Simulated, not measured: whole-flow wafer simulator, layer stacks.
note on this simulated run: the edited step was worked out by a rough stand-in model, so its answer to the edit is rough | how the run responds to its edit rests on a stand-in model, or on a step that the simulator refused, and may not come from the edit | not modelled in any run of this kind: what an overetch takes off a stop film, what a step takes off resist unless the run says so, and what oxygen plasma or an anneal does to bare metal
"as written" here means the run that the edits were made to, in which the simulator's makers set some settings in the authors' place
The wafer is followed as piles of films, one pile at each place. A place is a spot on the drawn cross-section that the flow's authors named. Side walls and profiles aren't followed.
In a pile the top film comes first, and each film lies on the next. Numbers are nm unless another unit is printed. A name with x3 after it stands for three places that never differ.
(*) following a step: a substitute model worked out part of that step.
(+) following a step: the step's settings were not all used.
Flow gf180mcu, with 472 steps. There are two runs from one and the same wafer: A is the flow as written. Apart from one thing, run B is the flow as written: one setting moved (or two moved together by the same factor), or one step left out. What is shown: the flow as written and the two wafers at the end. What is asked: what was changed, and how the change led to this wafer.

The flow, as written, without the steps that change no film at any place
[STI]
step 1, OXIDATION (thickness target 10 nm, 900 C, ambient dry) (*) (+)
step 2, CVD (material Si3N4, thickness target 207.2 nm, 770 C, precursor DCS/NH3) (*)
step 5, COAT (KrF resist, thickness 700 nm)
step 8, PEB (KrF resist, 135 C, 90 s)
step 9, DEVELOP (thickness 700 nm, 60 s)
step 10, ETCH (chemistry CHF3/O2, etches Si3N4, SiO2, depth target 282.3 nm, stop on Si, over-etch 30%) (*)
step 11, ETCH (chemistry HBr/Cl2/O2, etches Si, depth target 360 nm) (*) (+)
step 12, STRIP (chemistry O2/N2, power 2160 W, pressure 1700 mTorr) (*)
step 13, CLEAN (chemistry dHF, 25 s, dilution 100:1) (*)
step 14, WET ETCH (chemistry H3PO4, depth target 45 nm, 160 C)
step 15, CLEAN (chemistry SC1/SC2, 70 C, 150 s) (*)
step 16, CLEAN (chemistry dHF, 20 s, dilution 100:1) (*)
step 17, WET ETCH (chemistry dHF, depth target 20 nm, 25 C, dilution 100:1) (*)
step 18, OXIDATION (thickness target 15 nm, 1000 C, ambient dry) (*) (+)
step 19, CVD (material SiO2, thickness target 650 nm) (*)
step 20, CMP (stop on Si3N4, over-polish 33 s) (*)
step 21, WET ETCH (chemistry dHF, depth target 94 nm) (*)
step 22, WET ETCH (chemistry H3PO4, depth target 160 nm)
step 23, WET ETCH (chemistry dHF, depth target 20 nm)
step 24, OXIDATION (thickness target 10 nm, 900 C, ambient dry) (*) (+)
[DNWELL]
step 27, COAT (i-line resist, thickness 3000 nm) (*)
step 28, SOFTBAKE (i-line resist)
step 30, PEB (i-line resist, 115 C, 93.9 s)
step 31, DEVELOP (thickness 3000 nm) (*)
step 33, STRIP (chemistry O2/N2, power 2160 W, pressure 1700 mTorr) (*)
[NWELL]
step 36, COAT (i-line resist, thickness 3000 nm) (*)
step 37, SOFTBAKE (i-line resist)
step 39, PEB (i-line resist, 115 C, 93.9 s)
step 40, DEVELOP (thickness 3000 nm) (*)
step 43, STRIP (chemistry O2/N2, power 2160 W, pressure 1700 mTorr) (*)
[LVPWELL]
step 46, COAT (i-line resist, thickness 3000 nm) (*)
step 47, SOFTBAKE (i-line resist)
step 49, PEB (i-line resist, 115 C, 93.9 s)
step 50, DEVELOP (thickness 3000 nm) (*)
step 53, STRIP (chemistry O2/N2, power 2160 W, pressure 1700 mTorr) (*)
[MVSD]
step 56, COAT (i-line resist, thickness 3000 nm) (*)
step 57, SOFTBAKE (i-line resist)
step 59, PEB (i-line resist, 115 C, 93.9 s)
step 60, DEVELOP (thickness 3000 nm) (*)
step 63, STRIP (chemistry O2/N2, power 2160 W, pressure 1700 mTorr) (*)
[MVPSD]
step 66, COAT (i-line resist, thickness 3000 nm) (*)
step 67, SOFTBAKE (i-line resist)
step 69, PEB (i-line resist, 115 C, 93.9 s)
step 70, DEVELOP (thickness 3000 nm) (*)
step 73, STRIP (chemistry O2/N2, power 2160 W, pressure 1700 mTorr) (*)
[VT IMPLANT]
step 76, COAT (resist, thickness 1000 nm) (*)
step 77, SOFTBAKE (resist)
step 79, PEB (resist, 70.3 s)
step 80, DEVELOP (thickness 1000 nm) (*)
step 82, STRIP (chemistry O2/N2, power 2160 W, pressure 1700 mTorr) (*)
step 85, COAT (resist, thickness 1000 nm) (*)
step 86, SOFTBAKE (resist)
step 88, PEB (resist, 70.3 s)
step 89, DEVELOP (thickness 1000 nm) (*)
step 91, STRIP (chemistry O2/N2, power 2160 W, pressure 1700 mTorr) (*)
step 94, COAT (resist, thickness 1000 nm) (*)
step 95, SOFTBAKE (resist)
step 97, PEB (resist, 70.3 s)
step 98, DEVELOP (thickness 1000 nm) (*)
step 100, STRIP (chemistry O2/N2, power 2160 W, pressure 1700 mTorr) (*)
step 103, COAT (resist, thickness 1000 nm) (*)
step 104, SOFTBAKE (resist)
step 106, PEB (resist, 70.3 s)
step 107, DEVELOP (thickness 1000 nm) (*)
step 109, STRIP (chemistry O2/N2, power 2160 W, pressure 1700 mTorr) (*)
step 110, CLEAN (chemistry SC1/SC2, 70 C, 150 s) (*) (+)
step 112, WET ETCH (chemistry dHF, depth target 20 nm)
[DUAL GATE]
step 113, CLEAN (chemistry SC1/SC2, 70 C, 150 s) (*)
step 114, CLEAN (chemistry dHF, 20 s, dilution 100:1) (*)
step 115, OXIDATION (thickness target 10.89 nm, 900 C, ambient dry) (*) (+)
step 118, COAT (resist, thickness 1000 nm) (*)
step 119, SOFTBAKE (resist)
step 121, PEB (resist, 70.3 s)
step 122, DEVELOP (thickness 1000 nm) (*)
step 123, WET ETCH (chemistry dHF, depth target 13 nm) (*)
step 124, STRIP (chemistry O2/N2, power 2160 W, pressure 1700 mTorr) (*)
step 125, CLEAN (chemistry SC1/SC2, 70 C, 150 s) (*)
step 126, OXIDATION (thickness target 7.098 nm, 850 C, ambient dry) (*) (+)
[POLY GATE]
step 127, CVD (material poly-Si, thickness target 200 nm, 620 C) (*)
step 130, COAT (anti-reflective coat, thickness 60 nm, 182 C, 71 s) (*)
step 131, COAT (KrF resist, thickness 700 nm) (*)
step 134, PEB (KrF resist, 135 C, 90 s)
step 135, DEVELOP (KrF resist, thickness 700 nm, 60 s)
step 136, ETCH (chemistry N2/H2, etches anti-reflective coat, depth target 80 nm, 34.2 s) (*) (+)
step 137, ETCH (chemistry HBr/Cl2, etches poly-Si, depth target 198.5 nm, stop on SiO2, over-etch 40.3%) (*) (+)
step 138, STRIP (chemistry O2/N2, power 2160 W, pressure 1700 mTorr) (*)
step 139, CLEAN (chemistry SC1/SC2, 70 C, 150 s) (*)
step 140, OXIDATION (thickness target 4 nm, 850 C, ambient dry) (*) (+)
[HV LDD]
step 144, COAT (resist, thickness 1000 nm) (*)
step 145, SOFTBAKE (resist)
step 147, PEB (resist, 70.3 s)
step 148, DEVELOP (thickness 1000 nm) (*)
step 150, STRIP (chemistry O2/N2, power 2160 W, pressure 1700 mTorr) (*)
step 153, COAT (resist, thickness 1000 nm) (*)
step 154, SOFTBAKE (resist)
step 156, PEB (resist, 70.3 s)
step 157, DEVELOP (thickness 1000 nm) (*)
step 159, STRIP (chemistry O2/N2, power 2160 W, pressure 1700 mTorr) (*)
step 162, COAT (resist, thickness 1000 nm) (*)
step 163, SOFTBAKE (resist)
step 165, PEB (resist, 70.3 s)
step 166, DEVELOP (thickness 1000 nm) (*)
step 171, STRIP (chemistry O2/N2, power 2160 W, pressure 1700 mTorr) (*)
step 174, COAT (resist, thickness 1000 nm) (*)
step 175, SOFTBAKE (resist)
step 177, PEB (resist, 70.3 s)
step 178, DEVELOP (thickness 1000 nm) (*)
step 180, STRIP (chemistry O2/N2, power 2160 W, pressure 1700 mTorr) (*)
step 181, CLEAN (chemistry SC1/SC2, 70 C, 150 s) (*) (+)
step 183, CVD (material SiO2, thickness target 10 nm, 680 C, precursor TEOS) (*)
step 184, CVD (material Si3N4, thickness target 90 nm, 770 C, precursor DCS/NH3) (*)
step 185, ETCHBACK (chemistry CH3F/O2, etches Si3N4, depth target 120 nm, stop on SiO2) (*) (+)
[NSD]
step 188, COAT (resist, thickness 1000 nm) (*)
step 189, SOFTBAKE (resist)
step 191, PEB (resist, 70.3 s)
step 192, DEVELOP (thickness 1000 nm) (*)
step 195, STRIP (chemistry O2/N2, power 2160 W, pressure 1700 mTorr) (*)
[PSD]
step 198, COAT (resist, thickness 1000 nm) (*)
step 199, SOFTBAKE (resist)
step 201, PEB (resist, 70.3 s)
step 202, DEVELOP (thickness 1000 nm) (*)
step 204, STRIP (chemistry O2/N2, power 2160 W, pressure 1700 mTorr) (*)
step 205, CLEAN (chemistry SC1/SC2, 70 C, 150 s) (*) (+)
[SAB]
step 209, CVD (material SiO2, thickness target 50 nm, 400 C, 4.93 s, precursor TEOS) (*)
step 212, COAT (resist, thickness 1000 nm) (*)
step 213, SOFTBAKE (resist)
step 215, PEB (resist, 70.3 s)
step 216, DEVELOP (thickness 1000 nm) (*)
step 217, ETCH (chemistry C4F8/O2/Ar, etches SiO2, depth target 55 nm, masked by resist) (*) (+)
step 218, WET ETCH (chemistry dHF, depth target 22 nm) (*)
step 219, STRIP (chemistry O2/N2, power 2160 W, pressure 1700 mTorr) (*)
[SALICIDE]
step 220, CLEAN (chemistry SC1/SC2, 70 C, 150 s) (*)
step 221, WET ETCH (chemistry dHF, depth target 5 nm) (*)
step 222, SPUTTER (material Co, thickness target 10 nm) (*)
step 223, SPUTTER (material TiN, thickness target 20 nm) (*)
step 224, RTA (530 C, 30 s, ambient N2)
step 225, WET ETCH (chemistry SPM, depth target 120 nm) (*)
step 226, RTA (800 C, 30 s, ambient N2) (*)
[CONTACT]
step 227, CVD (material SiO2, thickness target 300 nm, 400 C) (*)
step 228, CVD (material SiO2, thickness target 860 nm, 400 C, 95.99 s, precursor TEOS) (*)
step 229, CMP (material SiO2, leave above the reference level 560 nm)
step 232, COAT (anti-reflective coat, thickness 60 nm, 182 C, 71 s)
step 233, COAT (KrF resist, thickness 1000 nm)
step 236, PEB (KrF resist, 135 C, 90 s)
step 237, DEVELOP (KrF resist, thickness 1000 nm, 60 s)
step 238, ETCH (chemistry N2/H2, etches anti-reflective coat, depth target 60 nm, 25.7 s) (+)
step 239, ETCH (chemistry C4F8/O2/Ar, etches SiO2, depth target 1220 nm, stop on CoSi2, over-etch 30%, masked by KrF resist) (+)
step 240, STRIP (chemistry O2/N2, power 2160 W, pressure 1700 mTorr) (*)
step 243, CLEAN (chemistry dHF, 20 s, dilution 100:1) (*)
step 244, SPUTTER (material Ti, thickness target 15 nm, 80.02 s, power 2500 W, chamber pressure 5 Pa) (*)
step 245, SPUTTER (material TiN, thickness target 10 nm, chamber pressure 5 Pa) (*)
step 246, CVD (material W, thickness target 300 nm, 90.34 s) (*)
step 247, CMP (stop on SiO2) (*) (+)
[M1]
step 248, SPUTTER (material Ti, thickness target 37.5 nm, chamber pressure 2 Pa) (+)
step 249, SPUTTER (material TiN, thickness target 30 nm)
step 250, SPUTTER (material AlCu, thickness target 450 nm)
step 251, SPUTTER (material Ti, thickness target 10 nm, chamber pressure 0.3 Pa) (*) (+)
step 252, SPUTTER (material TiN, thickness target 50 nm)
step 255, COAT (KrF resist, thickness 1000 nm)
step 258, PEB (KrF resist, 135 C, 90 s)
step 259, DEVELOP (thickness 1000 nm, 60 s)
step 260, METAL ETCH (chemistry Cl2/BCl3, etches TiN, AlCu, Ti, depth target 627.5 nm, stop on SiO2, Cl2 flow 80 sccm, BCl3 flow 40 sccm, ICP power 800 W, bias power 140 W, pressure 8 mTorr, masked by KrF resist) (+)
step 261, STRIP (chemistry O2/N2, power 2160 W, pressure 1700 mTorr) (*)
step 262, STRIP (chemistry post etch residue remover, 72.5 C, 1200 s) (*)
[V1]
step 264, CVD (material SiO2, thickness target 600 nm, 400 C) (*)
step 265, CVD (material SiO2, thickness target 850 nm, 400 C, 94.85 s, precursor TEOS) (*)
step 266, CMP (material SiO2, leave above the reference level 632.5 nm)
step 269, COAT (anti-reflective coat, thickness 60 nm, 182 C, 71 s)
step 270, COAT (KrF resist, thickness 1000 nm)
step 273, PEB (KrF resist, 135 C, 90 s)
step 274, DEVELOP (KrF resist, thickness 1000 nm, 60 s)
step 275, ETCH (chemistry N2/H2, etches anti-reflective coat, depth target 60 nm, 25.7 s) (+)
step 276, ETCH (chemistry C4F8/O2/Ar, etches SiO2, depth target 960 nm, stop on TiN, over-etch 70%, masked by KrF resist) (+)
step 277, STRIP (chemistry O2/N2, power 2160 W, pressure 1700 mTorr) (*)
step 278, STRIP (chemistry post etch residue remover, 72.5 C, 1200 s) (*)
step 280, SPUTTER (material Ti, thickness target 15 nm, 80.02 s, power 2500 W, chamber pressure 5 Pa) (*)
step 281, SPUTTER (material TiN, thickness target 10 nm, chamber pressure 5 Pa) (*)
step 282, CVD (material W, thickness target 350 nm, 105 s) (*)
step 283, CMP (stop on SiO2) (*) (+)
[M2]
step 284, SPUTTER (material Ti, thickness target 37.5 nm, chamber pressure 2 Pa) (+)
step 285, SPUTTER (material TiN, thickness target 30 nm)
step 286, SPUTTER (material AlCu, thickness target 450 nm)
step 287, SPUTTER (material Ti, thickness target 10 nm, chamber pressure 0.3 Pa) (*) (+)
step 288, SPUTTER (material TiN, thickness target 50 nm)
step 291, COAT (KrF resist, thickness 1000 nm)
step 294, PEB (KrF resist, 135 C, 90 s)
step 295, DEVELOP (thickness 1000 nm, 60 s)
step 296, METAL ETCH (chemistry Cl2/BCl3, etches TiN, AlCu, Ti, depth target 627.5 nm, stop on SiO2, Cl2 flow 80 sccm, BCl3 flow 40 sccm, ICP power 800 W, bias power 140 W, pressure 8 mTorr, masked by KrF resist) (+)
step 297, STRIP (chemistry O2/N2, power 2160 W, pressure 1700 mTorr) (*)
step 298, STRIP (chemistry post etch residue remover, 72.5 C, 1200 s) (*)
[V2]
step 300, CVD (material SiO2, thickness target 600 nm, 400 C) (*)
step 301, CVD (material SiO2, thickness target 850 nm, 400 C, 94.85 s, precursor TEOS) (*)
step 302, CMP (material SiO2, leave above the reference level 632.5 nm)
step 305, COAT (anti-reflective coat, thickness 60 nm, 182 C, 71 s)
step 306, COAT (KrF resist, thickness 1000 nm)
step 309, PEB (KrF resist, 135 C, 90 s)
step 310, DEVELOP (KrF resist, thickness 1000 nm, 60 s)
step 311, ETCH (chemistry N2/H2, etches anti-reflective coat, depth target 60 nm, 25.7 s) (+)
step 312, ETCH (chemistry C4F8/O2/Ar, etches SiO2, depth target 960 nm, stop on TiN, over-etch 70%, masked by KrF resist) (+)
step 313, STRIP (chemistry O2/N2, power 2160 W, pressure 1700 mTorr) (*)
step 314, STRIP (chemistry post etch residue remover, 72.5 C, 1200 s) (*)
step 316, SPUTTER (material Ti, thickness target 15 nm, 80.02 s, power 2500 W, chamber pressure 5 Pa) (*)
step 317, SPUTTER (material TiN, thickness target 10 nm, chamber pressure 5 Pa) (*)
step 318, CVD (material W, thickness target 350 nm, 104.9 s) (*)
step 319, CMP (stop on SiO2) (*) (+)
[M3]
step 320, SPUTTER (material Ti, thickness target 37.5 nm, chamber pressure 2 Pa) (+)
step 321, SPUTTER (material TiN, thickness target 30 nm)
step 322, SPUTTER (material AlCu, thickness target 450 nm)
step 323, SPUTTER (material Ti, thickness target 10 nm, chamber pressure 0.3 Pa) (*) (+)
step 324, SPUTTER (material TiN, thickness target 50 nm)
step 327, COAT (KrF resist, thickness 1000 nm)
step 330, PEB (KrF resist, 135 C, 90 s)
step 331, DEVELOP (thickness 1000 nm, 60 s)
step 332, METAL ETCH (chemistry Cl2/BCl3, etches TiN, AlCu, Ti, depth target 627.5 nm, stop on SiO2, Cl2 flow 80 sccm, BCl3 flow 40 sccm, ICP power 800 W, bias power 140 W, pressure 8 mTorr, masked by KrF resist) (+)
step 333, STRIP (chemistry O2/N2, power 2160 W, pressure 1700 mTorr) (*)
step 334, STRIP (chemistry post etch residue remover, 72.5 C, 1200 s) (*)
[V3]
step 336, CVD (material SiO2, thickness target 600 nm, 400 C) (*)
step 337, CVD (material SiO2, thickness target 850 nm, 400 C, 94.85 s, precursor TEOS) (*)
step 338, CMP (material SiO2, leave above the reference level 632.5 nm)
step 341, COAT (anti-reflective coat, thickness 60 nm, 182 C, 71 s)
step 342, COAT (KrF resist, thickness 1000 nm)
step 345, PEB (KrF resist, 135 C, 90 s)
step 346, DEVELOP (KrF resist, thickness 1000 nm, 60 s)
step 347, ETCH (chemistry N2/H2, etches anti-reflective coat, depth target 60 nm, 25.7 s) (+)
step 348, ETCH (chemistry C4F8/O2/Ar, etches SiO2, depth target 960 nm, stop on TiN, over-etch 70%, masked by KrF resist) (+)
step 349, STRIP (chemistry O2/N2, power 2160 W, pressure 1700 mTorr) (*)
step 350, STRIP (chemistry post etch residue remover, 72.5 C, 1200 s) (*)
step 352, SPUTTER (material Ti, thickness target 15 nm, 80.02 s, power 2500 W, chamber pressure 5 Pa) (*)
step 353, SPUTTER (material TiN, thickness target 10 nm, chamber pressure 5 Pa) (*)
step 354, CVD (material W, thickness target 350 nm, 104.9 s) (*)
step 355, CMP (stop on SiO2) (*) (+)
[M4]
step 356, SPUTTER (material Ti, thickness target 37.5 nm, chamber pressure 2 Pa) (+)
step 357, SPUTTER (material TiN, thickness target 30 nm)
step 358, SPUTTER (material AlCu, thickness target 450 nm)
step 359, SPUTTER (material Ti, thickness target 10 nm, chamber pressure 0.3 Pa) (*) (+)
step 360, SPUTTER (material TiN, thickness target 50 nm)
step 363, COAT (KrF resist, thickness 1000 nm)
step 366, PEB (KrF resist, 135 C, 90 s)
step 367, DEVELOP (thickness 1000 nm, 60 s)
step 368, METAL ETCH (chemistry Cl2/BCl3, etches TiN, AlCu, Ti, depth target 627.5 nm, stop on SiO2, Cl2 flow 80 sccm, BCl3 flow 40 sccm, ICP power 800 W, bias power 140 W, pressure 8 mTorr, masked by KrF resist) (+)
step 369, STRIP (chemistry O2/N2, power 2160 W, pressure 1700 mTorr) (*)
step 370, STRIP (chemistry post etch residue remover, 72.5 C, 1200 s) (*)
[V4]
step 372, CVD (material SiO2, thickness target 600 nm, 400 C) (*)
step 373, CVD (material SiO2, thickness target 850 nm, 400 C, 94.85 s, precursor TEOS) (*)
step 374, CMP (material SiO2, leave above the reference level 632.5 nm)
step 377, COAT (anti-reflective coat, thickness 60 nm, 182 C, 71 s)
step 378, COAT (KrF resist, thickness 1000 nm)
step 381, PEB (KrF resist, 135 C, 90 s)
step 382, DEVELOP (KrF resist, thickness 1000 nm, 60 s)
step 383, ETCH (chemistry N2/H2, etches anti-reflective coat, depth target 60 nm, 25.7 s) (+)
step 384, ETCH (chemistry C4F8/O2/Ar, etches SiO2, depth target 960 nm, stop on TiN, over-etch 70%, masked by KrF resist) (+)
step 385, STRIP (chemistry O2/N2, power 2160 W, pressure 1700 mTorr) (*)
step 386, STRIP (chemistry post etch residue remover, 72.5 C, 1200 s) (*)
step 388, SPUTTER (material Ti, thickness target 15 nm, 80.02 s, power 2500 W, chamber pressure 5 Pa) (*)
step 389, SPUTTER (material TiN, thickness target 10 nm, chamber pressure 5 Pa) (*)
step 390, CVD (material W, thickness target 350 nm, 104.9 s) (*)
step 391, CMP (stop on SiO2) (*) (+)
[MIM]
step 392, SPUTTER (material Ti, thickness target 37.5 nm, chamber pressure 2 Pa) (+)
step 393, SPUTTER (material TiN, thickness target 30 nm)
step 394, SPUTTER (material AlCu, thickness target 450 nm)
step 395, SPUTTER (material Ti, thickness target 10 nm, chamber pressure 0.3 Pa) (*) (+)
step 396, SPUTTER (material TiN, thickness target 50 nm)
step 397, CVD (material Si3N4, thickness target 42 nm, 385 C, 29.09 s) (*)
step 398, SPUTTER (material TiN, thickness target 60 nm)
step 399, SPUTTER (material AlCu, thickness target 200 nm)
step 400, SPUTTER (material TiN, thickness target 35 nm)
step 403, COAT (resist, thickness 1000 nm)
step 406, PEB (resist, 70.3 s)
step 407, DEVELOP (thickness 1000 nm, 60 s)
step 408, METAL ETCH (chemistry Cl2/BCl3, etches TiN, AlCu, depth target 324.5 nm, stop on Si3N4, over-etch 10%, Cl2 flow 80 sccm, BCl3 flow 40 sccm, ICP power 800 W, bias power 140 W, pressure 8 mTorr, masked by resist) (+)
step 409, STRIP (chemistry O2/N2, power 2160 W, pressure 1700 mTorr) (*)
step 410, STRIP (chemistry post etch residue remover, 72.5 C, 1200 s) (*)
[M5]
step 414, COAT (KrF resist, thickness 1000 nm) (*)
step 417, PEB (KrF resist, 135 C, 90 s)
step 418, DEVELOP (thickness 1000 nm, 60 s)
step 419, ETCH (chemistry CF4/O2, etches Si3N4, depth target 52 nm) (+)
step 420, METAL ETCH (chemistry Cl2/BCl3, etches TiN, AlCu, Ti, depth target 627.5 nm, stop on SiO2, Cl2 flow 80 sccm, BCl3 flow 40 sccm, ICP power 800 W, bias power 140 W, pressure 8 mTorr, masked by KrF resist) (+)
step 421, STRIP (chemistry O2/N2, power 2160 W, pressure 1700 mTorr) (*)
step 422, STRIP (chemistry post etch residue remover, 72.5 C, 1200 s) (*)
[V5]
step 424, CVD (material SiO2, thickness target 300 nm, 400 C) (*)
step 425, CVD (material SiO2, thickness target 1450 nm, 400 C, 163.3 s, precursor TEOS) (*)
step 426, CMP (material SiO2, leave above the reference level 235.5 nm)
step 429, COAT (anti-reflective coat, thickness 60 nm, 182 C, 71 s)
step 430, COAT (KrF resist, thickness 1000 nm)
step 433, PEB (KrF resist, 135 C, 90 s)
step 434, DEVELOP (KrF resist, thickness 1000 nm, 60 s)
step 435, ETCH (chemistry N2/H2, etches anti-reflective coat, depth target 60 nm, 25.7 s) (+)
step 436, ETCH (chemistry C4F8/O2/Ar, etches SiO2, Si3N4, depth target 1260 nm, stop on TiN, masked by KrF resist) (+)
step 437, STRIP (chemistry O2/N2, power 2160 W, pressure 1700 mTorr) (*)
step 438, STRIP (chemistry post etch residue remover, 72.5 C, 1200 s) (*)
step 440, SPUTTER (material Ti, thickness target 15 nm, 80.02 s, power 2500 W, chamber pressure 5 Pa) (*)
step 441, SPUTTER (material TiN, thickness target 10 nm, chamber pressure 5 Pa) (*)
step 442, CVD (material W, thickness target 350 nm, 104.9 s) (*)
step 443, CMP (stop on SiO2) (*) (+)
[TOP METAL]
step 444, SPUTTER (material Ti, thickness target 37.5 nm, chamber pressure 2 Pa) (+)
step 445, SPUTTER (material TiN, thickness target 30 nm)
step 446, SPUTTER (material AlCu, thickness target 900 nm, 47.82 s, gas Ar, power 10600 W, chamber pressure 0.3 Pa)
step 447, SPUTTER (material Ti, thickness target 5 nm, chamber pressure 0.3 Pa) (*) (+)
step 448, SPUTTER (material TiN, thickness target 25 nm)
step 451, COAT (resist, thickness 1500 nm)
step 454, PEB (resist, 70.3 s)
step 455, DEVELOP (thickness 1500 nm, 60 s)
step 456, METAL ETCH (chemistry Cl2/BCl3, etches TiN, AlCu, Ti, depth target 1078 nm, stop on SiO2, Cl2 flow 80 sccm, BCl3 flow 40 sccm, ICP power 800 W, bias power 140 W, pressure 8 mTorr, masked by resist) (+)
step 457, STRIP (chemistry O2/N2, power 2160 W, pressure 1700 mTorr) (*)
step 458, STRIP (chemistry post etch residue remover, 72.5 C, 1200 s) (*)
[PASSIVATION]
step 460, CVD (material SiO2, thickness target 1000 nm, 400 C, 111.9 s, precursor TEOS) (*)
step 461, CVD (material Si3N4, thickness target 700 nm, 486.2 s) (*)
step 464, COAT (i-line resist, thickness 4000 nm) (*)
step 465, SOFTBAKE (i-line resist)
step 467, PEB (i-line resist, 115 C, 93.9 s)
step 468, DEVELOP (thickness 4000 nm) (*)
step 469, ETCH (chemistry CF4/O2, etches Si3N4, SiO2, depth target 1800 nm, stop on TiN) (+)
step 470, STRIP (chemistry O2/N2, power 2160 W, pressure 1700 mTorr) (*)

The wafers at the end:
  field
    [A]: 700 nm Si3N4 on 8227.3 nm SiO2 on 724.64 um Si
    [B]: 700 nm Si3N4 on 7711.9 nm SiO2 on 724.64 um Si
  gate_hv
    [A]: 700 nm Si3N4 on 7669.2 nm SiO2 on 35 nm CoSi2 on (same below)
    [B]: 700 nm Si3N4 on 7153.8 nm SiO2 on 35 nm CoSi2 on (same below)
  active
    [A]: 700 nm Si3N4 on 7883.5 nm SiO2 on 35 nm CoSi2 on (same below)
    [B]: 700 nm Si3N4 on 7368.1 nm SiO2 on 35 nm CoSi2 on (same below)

What caused this: step 460, CVD: thickness target 475 nm was run, whereas the flow has thickness target 1000 nm; step 460, CVD: 53.17 s was run, where the flow has 111.9 s.

Step by step, how the change led to this:
  step 460, CVD (material SiO2, thickness target 1000 nm, 400 C, 111.9 s, precursor TEOS) (*)
      field, field__w1, field__w2 and 103 more: A +1000 SiO2 | B +484.6 SiO2
      field__w8, contact, m1, m1__w1, pad, m1_nw: A +1000 SiO2 (new film) | B +484.6 SiO2 (new film)
  step 465, SOFTBAKE (i-line resist)
      gate: A +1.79 i-line resist | B -0.43 i-line resist
      ld_acc_p, ld_fp_p, ld_drift_p: A +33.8 i-line resist | B +26.6 i-line resist
      (also at 57 further places)
  step 469, ETCH (chemistry CF4/O2, etches Si3N4, SiO2, depth target 1800 nm, stop on TiN) (+)
      pad: A -700 Si3N4 (all of it), -1000 SiO2 (all of it) | B -700 Si3N4 (all of it), -484.6 SiO2 (all of it)
